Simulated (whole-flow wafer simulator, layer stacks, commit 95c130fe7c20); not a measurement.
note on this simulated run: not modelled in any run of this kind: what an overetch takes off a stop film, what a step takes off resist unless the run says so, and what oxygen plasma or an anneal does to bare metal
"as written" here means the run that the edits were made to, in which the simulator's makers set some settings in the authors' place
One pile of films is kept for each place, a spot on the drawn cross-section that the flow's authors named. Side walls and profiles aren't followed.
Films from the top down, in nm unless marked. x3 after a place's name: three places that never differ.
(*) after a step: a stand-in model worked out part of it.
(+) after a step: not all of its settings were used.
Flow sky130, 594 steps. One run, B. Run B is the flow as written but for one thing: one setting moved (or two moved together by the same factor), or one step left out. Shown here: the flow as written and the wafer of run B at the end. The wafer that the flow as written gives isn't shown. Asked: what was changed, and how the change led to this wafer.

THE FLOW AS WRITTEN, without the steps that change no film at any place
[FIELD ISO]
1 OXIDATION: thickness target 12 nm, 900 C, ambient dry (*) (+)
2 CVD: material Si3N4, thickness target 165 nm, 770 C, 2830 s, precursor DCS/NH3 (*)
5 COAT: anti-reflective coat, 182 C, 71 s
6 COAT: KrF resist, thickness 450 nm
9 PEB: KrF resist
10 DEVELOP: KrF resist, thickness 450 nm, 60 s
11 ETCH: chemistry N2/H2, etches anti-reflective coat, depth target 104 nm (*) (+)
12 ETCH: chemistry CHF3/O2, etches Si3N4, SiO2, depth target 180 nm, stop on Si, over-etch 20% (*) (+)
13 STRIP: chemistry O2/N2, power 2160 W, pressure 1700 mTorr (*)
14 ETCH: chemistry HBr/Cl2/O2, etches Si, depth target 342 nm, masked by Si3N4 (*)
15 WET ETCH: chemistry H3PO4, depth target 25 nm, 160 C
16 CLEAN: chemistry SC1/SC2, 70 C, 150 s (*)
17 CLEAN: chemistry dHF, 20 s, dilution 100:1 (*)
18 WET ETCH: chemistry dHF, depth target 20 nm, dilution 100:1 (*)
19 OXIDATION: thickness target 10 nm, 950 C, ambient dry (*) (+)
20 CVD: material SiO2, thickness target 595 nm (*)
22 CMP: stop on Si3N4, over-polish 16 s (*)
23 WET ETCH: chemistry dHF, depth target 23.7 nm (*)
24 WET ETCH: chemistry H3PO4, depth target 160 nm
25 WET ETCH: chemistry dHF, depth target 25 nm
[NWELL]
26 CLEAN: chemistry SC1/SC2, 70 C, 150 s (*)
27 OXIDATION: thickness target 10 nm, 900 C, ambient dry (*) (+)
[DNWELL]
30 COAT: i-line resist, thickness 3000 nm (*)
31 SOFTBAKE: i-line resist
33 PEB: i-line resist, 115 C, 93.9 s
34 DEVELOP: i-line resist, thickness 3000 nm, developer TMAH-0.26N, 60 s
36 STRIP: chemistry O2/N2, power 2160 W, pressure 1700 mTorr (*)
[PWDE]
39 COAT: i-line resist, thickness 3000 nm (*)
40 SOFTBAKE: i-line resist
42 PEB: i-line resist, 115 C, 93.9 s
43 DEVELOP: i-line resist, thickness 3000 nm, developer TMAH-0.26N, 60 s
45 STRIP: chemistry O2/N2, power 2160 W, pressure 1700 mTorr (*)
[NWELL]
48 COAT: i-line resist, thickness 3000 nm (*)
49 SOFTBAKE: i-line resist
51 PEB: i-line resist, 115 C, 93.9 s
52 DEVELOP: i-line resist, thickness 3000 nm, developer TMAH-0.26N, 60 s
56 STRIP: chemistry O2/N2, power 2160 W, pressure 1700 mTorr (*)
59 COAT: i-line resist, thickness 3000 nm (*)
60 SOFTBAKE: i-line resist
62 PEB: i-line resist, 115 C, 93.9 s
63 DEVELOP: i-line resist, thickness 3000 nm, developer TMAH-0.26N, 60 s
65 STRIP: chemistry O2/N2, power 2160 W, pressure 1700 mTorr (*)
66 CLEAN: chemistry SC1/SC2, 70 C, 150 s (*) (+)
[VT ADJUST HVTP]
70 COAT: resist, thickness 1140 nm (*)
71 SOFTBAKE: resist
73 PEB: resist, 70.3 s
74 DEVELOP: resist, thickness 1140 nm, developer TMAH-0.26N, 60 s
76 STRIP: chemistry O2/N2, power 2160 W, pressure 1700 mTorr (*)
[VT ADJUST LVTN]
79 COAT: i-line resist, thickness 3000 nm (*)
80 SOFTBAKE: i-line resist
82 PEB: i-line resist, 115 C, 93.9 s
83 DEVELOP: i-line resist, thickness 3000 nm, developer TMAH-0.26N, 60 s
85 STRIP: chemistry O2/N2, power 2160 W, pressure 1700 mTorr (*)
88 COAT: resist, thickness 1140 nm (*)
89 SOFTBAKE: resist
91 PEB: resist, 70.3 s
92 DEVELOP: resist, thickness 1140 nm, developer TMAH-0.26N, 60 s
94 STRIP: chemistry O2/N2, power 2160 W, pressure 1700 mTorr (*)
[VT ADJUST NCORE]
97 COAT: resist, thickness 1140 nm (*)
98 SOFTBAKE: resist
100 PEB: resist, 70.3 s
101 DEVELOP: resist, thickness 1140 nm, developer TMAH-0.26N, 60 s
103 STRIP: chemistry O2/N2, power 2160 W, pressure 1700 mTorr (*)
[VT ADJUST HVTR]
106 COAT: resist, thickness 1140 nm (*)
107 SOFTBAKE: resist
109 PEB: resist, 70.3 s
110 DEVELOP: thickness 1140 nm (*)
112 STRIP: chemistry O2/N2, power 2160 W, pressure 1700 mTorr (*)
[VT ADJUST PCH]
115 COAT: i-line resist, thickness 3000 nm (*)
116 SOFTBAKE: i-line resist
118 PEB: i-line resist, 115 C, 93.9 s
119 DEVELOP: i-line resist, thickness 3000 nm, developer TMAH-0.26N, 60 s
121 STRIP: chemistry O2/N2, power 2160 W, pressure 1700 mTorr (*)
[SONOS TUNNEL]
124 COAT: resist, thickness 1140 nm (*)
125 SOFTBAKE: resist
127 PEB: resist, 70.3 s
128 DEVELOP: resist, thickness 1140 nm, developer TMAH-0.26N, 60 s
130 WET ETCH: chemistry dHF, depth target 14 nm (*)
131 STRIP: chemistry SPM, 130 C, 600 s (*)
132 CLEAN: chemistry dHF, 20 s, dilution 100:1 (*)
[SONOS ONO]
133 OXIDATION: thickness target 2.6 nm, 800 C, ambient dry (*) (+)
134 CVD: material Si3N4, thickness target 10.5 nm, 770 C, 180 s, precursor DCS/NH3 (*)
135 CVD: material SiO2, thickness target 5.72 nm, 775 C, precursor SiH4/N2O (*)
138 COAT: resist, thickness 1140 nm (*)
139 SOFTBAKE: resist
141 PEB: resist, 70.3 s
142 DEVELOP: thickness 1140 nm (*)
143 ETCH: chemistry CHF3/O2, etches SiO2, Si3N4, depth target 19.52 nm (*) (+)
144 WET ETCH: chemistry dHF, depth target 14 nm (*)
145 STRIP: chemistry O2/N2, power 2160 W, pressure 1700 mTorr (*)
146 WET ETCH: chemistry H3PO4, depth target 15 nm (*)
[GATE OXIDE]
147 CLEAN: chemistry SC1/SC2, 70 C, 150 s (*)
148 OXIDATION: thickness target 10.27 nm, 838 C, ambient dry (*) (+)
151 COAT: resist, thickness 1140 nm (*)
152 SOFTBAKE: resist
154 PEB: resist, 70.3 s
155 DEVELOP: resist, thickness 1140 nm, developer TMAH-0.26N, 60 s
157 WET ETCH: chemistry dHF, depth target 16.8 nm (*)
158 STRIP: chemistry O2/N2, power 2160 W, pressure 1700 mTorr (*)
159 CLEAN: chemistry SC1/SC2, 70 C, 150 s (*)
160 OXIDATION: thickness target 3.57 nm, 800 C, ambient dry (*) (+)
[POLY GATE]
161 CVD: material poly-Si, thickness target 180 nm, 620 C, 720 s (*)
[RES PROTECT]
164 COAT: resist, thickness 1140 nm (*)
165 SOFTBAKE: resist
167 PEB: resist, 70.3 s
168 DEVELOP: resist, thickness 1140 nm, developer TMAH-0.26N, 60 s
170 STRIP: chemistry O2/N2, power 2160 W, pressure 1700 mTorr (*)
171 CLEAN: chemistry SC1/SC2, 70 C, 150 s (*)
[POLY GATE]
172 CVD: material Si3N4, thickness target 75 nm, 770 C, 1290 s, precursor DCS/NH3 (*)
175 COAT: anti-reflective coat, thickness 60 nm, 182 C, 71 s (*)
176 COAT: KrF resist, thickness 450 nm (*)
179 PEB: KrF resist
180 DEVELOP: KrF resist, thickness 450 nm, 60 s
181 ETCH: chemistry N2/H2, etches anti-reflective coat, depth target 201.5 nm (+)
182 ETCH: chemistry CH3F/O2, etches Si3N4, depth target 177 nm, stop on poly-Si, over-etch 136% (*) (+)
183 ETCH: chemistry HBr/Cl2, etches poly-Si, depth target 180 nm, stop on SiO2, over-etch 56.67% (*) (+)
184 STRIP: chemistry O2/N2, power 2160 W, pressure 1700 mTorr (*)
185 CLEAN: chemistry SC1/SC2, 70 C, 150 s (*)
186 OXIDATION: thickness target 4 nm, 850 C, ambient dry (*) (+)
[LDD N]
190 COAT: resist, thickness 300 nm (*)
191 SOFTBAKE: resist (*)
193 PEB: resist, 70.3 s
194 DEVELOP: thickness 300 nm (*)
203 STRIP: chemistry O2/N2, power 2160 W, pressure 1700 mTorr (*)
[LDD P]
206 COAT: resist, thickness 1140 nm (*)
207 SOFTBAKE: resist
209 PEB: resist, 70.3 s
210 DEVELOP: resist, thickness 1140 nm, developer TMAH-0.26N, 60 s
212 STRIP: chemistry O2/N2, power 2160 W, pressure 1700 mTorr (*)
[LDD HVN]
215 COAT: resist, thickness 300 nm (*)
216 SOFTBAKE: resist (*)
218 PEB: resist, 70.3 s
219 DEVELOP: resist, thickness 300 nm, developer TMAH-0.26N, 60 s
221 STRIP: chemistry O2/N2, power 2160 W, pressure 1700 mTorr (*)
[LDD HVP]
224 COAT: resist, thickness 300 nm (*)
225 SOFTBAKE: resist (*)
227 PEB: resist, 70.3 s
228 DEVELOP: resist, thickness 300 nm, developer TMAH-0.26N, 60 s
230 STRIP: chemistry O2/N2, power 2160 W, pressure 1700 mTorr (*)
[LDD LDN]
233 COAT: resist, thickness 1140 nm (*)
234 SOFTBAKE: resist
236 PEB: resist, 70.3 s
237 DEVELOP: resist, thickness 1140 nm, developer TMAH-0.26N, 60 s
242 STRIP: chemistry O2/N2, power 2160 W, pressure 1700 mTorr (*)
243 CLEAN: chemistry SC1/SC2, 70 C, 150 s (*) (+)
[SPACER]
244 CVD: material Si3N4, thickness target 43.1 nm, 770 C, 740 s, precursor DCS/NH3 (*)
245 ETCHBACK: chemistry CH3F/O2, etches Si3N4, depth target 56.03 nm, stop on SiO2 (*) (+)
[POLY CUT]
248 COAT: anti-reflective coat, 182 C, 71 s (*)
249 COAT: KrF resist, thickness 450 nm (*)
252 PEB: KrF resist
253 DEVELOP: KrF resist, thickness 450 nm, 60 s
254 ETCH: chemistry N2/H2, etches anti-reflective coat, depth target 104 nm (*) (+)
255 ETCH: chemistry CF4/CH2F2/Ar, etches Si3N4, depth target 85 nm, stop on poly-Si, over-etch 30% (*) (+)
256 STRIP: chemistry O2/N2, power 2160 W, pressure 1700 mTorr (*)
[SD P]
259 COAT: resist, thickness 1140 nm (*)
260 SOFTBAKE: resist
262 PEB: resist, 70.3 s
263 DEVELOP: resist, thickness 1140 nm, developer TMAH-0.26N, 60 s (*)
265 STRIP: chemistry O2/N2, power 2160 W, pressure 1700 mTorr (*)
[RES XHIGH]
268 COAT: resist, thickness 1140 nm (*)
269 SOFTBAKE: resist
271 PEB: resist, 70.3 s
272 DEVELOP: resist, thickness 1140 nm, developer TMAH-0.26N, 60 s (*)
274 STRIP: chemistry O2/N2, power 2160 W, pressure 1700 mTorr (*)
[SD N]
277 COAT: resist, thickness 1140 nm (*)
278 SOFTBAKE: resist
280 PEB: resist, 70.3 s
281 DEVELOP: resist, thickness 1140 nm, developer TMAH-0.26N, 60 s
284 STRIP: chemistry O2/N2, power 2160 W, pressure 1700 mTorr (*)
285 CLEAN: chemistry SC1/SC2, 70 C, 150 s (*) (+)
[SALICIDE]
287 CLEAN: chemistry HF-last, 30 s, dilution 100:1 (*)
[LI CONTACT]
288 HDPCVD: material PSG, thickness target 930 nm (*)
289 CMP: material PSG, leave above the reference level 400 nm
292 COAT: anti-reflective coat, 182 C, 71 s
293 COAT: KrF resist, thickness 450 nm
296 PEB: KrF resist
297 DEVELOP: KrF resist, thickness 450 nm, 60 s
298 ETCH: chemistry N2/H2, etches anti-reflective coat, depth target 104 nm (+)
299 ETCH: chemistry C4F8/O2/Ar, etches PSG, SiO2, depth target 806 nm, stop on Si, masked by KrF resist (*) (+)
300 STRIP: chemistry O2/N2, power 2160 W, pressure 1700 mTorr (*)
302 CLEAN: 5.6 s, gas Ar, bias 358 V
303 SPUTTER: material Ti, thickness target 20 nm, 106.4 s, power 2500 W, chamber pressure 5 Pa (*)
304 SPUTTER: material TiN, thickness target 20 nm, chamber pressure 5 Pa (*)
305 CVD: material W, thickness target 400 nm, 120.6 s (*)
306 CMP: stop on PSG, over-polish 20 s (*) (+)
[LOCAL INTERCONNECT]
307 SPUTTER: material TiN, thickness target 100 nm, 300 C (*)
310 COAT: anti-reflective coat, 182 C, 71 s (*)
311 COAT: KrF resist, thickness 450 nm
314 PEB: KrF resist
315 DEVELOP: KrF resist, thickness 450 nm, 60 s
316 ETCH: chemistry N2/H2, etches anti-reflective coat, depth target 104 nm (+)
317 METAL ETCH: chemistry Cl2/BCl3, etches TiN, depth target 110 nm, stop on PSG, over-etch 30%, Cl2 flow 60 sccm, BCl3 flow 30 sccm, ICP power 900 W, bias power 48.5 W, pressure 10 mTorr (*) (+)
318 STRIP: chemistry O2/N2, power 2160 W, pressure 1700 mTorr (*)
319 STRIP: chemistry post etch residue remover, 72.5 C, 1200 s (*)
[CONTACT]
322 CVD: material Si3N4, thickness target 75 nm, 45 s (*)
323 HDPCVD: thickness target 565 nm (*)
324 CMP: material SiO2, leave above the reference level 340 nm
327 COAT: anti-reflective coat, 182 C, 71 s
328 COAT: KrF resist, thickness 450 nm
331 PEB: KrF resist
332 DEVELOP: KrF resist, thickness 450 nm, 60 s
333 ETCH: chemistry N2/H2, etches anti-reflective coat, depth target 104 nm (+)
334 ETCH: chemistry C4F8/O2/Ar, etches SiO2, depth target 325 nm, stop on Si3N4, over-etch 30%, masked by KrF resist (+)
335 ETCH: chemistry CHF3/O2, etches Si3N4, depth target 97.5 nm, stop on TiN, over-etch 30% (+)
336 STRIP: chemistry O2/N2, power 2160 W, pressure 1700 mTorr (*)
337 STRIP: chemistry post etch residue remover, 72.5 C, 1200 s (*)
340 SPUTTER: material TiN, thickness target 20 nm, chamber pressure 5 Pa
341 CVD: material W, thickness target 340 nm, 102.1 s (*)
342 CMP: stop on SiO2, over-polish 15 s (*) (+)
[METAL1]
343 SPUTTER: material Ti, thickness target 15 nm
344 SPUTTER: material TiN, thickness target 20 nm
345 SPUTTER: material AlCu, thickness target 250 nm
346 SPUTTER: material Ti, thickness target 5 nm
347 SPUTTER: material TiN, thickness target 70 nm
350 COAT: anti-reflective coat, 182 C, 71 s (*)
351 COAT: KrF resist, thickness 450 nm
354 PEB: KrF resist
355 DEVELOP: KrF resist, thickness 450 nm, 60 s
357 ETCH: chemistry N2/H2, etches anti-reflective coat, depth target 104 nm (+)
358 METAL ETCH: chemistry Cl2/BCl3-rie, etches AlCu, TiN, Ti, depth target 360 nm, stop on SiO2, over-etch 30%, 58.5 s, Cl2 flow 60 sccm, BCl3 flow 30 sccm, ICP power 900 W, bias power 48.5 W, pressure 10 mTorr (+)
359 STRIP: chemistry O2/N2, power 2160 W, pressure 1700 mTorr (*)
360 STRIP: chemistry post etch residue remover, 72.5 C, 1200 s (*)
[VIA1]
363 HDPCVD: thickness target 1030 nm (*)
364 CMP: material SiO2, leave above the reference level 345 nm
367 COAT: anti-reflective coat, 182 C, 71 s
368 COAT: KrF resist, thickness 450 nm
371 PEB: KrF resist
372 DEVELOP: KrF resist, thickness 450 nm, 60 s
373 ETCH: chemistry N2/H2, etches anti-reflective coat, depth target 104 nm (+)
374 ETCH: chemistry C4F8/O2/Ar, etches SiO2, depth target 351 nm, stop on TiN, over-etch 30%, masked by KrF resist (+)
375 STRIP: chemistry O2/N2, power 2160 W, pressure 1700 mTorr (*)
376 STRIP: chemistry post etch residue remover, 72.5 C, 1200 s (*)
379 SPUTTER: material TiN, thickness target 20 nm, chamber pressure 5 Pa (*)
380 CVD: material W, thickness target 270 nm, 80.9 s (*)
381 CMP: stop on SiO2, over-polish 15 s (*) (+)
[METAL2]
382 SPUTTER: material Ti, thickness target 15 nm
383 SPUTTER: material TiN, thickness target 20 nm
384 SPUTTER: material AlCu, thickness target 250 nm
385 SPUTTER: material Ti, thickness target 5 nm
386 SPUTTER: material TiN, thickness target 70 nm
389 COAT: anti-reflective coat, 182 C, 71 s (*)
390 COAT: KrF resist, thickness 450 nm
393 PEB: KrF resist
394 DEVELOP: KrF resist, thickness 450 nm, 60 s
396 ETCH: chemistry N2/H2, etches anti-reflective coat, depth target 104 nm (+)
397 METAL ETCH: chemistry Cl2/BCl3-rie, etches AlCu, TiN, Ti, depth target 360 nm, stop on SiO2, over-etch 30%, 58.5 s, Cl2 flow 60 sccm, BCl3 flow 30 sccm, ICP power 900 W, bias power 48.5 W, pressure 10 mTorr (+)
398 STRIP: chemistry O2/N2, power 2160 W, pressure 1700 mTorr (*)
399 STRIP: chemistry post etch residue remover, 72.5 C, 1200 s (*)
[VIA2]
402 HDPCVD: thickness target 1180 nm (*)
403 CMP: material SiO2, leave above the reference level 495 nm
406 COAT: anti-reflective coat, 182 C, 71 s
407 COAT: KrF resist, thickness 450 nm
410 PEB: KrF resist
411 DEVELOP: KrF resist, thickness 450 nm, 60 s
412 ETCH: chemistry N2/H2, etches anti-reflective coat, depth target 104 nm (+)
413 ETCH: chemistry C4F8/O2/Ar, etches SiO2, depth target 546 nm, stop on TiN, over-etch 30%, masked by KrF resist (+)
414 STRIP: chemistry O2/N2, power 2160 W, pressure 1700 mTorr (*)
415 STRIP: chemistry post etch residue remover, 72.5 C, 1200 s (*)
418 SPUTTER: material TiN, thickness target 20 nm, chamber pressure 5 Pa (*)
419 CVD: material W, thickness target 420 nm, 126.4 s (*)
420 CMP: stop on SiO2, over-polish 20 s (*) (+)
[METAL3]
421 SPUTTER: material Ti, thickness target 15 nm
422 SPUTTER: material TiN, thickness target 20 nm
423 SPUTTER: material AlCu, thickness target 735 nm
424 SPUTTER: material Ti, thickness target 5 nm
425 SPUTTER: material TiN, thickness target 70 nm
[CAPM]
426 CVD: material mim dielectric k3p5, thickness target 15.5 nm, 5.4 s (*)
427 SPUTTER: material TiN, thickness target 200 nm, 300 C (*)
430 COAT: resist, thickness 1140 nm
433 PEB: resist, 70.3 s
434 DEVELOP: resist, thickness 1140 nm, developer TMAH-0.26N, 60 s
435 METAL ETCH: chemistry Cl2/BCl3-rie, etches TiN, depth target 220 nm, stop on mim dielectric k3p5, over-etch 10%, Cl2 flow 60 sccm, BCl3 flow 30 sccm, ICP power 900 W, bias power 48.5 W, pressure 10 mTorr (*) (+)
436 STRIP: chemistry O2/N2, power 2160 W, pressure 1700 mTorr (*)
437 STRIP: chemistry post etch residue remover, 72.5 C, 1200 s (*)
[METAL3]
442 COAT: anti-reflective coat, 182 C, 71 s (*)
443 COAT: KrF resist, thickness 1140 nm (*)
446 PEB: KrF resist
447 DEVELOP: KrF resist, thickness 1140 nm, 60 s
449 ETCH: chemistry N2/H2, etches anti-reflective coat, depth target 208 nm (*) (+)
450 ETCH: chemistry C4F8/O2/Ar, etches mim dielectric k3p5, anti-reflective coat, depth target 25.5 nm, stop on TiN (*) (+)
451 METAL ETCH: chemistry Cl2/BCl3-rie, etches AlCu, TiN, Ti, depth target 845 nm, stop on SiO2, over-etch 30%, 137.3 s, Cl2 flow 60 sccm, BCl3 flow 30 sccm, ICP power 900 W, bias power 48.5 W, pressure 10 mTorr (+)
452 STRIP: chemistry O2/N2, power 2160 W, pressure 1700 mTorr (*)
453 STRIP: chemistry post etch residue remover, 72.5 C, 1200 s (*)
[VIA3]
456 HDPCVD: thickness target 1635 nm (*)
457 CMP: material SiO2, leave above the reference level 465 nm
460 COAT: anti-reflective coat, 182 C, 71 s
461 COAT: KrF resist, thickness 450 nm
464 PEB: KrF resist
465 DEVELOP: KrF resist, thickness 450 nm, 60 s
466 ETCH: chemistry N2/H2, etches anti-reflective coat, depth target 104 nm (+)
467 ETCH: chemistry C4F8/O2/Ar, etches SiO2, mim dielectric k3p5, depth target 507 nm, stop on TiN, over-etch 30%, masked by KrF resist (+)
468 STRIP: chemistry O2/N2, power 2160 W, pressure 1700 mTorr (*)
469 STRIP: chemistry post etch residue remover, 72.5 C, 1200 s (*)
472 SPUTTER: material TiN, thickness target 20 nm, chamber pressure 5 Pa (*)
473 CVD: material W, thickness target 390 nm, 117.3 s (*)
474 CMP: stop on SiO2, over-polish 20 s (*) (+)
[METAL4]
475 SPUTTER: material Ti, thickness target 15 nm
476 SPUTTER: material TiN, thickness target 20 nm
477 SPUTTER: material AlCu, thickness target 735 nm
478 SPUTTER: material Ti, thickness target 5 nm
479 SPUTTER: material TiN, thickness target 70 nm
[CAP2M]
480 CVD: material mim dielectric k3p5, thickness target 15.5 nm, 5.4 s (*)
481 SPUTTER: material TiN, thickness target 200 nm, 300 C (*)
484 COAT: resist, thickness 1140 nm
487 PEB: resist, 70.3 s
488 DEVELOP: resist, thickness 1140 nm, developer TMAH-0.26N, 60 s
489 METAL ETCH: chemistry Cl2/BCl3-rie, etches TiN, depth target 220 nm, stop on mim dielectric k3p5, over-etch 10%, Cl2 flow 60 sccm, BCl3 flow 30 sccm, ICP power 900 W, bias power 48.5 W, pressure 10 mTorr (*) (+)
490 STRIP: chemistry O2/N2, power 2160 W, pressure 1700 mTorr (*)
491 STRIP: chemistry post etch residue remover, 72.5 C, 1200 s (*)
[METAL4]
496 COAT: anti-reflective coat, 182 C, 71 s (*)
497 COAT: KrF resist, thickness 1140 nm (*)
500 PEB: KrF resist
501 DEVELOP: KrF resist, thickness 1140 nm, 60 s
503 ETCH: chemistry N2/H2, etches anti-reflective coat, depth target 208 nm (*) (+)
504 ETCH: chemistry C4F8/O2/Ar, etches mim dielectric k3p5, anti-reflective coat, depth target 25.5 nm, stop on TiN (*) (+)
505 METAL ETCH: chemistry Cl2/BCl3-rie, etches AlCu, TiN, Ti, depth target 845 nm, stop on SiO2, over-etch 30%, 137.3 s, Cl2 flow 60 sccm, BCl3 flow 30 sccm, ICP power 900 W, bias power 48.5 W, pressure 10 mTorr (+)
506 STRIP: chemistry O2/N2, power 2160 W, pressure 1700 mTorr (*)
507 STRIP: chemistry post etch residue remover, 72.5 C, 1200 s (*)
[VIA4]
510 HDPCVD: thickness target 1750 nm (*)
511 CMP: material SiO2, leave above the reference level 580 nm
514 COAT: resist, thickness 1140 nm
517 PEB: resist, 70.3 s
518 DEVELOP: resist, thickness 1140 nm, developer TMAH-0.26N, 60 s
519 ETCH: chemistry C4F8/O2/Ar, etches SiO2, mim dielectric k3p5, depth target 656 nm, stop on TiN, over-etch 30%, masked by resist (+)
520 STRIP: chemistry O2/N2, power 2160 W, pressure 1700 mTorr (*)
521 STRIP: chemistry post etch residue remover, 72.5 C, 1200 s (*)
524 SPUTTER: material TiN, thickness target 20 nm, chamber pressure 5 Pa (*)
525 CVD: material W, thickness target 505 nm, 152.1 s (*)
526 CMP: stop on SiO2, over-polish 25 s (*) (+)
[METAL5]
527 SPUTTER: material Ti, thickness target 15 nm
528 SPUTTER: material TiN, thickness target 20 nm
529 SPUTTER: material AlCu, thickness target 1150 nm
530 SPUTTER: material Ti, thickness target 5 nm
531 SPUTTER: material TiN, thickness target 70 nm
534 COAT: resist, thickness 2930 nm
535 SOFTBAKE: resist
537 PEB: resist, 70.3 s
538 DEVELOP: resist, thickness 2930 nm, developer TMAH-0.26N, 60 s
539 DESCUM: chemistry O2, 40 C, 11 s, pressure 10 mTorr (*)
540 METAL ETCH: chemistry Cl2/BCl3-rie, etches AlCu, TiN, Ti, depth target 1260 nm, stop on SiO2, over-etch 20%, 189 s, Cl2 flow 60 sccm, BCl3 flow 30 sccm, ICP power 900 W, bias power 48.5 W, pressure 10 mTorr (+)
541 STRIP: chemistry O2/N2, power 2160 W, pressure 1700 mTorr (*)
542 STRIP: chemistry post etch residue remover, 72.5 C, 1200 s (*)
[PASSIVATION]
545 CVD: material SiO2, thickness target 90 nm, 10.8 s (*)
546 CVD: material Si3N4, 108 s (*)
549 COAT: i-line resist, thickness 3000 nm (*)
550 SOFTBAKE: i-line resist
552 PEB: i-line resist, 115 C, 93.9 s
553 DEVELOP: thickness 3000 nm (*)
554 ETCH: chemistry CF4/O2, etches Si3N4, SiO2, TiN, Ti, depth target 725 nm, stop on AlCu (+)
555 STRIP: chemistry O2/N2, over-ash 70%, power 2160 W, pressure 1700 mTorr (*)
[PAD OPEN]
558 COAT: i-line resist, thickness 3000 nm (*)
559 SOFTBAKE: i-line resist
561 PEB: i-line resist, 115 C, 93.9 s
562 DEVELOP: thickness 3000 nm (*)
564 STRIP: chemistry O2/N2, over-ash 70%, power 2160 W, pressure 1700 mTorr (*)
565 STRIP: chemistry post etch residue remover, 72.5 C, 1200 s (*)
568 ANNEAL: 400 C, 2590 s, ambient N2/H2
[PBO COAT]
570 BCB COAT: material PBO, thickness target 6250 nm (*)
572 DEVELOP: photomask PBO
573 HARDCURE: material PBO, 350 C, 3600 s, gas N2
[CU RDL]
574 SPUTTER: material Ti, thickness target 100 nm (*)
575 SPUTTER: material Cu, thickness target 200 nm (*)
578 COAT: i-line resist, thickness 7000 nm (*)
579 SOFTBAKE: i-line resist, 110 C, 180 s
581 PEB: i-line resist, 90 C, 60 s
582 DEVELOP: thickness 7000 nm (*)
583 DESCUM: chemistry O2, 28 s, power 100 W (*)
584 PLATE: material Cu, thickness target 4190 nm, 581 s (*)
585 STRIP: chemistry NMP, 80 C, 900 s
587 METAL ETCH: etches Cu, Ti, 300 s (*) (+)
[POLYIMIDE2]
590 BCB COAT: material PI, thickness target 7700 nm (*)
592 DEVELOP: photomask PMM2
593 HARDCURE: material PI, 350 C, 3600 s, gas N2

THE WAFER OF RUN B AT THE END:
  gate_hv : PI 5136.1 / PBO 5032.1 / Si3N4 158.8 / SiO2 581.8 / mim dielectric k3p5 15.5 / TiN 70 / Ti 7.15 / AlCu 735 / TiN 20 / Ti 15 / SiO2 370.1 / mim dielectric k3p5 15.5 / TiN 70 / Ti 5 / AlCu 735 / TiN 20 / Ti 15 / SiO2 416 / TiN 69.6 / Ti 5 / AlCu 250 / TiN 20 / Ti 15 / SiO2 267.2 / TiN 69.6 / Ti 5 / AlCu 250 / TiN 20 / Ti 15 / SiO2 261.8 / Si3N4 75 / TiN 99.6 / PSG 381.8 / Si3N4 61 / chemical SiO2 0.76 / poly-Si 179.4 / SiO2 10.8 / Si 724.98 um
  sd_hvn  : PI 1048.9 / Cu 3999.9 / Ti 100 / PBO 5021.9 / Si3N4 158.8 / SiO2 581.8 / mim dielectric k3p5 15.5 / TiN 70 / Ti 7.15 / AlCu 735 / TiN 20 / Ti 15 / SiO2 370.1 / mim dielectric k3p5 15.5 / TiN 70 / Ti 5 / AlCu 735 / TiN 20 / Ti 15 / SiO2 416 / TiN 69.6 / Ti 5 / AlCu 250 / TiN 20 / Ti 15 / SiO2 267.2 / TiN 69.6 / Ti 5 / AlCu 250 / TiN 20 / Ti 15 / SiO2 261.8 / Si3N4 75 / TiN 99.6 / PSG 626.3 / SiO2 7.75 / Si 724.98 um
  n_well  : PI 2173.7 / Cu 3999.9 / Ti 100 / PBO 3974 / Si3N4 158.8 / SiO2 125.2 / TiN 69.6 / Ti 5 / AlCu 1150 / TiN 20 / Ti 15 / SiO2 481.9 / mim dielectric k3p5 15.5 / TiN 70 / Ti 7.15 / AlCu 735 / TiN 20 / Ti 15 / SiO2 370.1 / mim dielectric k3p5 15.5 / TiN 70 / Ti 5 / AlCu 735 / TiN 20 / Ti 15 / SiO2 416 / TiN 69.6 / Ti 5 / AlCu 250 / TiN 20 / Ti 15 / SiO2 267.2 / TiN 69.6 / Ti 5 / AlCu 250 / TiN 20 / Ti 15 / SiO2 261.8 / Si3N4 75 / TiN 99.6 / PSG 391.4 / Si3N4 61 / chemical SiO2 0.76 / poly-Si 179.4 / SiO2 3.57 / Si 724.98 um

The cause: step 478, SPUTTER: thickness target 7.15 nm was run, where the flow has thickness target 5 nm.
It can be read off the wafer: gate_hv has Ti 7.15, and step 478 as written asks for 5 nm.

How the change led to this, step by step:
  478 SPUTTER: material Ti, thickness target 5 nm
      field, active, n_well and 189 more: Ti +7.15 (new film) (as written it would be: Ti +5 (new film))
  505 METAL ETCH: chemistry Cl2/BCl3-rie, etches AlCu, TiN, Ti, depth target 845 nm, stop on SiO2, over-etch 30%, 137.3 s, Cl2 flow 60 sccm, BCl3 flow 30 sccm, ICP power 900 W, bias power 48.5 W, pressure 10 mTorr (+)
      field, gate, spacer and 68 more: TiN -70 (all of it), Ti -7.15 (all of it), AlCu -735 (all of it), TiN -20 (all of it), Ti -15 (all of it), SiO2 -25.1 (as written it would be: TiN -70 (all of it), Ti -5 (all of it), AlCu -735 (all of it), TiN -20 (all of it), Ti -15 (all of it), SiO2 -25.4)
      active, vpp_iso1, mim_edge_plate and 14 more: TiN -70 (all of it), Ti -7.15 (all of it), AlCu -735 (all of it), TiN -20 (all of it), Ti -15 (all of it), SiO2 -25.1 (as written it would be: TiN -70 (all of it), Ti -5 (all of it), AlCu -735 (all of it), TiN -20 (all of it), Ti -15 (all of it), SiO2 -25.3)
